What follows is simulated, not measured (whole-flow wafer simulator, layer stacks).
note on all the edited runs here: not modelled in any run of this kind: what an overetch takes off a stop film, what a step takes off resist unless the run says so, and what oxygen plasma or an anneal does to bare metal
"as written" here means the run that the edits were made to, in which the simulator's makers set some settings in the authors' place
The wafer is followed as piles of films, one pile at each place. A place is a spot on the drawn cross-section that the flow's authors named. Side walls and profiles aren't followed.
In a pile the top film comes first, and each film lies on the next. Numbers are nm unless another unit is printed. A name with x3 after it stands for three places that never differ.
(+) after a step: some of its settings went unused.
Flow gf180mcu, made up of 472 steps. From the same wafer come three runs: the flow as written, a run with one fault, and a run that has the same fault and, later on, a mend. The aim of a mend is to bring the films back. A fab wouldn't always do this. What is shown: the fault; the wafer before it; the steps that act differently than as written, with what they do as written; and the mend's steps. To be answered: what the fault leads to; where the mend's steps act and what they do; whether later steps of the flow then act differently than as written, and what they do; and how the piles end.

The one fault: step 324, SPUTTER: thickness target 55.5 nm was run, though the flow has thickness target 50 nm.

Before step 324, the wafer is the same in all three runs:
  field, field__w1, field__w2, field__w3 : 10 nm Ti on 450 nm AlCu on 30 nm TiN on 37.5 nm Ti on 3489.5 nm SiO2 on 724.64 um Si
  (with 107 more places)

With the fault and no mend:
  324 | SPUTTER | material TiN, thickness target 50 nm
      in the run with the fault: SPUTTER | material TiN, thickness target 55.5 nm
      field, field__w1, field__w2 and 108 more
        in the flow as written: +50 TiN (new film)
        in the run with the fault: +55.5 TiN (new film)
  Steps later in the flow that act otherwise than as written (not shown: 5 more steps that differ only slightly, by at most 2% or 0.5 nm, whichever is larger):
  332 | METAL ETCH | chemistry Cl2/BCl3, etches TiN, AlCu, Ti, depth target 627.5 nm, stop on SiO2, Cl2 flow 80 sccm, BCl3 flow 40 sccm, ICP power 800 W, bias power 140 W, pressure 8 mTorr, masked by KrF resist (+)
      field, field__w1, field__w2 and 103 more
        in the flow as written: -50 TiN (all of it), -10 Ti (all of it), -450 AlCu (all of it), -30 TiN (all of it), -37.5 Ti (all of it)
        in the run with the fault: -55.5 TiN (all of it), -10 Ti (all of it), -450 AlCu (all of it), -30 TiN (all of it), -37.5 Ti (all of it)
  At field__w8, contact, m1, m1__w1, m1_nw, the piles at the end differ from the flow's by more than 2% or 0.5 nm, whichever is larger.
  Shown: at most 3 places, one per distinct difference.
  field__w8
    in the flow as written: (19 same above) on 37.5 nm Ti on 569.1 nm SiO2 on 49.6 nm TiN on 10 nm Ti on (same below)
    in the run with the fault: (19 same above) on 37.5 nm Ti on 563.6 nm SiO2 on 55.1 nm TiN on 10 nm Ti on (same below)
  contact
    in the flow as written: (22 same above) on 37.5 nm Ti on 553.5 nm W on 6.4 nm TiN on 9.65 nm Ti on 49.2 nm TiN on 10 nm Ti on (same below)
    in the run with the fault: (22 same above) on 37.5 nm Ti on 547.9 nm W on 6.42 nm TiN on 9.68 nm Ti on 54.7 nm TiN on 10 nm Ti on (same below)

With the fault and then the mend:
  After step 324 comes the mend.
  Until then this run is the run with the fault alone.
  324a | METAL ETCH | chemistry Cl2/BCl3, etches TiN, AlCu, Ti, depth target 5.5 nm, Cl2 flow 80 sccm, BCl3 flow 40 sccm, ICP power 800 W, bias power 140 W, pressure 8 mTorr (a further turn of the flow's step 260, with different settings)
      field, field__w1, field__w2 and 108 more
        -5.5 TiN
  Every later step of the flow that is run acts as written at every place that is followed.
  By the end, the piles equal the flow's at every place that both follow.
